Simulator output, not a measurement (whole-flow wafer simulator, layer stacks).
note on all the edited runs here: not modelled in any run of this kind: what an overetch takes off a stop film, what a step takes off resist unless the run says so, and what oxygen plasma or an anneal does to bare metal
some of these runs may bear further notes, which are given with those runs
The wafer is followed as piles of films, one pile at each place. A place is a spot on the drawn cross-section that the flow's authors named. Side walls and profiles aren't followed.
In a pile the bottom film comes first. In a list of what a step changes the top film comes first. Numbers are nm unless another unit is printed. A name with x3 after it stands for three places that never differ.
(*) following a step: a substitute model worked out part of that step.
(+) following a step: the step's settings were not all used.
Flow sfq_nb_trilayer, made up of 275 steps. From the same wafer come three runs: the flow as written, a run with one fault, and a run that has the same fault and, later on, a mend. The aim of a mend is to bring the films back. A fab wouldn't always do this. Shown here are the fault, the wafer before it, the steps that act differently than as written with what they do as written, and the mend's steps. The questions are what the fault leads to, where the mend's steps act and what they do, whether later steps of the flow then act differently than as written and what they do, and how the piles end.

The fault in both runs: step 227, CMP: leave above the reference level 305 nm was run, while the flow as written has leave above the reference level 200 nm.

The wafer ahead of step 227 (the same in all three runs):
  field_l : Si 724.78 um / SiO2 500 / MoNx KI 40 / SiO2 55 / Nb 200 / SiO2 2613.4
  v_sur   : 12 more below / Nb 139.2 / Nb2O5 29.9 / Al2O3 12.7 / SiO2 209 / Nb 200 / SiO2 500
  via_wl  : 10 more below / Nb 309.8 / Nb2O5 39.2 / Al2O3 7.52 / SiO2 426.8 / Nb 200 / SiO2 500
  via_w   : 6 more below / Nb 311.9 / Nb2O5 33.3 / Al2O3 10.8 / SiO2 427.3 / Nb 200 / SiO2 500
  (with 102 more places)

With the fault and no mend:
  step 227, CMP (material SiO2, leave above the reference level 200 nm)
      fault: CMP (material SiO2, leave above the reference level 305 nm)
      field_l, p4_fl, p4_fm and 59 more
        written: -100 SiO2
        fault: nothing
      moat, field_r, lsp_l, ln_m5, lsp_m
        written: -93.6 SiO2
        fault: nothing
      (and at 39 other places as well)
  Later steps of the flow acting differently than as written (6 more steps, not shown, differ only slightly: by at most 2% or 0.5 nm, whichever is larger):
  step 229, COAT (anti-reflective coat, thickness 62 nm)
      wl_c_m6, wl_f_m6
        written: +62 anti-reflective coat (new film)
        fault: +60.5 anti-reflective coat (new film)
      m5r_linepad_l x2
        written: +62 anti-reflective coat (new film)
        fault: +64 anti-reflective coat (new film)
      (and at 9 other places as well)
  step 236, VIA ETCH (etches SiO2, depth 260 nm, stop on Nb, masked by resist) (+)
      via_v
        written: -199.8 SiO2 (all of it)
        fault: -260 SiO2
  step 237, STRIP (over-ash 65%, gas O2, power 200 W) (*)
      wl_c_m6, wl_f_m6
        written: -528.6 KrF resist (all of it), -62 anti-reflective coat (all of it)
        fault: -526.7 KrF resist (all of it), -60.5 anti-reflective coat (all of it)
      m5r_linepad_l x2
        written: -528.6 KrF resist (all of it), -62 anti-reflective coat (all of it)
        fault: -528 KrF resist (all of it), -64 anti-reflective coat (all of it)
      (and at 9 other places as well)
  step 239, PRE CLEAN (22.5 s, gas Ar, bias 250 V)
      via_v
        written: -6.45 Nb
        fault: -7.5 SiO2
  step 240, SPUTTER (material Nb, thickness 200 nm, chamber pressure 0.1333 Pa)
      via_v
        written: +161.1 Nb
        fault: +146.9 Nb (new film)
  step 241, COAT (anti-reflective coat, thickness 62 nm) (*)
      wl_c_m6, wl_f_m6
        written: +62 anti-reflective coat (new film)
        fault: +60.3 anti-reflective coat (new film)
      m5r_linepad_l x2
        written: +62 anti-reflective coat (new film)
        fault: +63.8 anti-reflective coat (new film)
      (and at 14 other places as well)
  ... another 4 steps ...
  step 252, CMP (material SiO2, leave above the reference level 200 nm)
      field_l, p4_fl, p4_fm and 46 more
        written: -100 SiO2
        fault: -95 SiO2
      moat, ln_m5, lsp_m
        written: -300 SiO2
        fault: -288.6 SiO2
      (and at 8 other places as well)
  The piles end different from the flow's at field_l, v_sur, via_wl and 103 more by more than 2% or 0.5 nm, whichever is larger.
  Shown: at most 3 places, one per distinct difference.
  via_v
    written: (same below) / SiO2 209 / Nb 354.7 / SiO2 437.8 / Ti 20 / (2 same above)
    fault: (same below) / SiO2 209 / Nb 200 / SiO2 37.3 / Nb 146.9 / SiO2 513.3 / Ti 20 / (2 same above)
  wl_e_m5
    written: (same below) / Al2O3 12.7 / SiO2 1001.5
    fault: (same below) / Al2O3 12.7 / SiO2 1106.5
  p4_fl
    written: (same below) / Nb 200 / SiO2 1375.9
    fault: (same below) / Nb 200 / SiO2 1480.9

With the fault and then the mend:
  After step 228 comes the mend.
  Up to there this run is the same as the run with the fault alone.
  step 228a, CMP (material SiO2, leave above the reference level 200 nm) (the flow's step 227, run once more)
      field_l, p4_fl, p4_fm and 59 more
        -100 SiO2
      v_sur, via_wl, via_w and 33 more
        -105 SiO2
      moat, field_r, lsp_l, ln_m5, lsp_m
        -93.6 SiO2
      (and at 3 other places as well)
  None of the later steps of the flow acts differently than as written at any place that is followed.
  The piles end the same as the flow's at every place that both follow.
